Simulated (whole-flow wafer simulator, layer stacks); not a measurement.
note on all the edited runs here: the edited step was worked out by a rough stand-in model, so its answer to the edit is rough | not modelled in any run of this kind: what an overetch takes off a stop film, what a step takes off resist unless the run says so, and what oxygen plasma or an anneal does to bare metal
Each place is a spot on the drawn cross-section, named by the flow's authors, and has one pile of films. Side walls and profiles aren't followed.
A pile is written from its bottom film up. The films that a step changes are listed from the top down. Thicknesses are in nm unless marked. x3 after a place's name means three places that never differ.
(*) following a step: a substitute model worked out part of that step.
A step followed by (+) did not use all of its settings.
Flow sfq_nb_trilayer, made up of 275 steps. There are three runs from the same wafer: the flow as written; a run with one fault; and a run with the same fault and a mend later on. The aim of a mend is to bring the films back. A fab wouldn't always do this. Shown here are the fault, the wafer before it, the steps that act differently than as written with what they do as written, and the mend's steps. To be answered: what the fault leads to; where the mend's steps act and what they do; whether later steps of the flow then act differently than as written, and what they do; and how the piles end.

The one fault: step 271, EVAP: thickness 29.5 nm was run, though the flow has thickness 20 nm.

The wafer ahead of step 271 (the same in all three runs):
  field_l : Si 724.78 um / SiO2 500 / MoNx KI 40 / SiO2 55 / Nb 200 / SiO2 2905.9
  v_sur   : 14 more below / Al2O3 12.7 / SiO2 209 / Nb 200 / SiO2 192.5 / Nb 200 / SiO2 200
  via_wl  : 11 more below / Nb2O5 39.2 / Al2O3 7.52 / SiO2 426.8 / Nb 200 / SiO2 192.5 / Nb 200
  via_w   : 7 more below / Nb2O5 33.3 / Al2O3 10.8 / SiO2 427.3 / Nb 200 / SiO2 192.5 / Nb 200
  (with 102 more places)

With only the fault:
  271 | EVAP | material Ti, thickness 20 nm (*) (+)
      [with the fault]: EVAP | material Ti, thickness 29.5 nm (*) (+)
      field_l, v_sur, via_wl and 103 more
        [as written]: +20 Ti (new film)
        [with the fault]: +29.5 Ti (new film)
  Later steps of the flow acting differently than as written:
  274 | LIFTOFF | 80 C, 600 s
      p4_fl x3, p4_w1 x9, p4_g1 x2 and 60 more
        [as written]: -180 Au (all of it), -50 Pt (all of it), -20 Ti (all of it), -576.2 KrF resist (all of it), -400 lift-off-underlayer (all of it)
        [with the fault]: -180 Au (all of it), -50 Pt (all of it), -29.5 Ti (all of it), -576.2 KrF resist (all of it), -400 lift-off-underlayer (all of it)
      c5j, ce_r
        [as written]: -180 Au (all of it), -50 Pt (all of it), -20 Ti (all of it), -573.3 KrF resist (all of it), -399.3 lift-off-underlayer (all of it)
        [with the fault]: -180 Au (all of it), -50 Pt (all of it), -29.5 Ti (all of it), -573.3 KrF resist (all of it), -399.3 lift-off-underlayer (all of it)
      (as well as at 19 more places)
  The piles end different from the flow's at field_l, v_sur, via_wl and 8 more by more than 2% or 0.5 nm, whichever is larger.
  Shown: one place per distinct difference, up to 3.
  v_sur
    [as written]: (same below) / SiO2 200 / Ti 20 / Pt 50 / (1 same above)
    [with the fault]: (same below) / SiO2 200 / Ti 29.5 / Pt 50 / (1 same above)
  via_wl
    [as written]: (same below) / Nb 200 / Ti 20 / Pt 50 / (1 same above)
    [with the fault]: (same below) / Nb 200 / Ti 29.5 / Pt 50 / (1 same above)
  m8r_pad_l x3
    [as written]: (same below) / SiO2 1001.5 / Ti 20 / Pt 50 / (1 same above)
    [with the fault]: (same below) / SiO2 1001.5 / Ti 29.5 / Pt 50 / (1 same above)

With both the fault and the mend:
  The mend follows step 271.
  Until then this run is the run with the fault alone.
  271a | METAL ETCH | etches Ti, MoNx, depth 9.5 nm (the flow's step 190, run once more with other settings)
      field_l, v_sur, via_wl and 103 more
        -9.5 Ti
  Later steps of the flow that are run all act as written at every place that is followed.
  At every place that both follow, the piles at the end match the flow's.
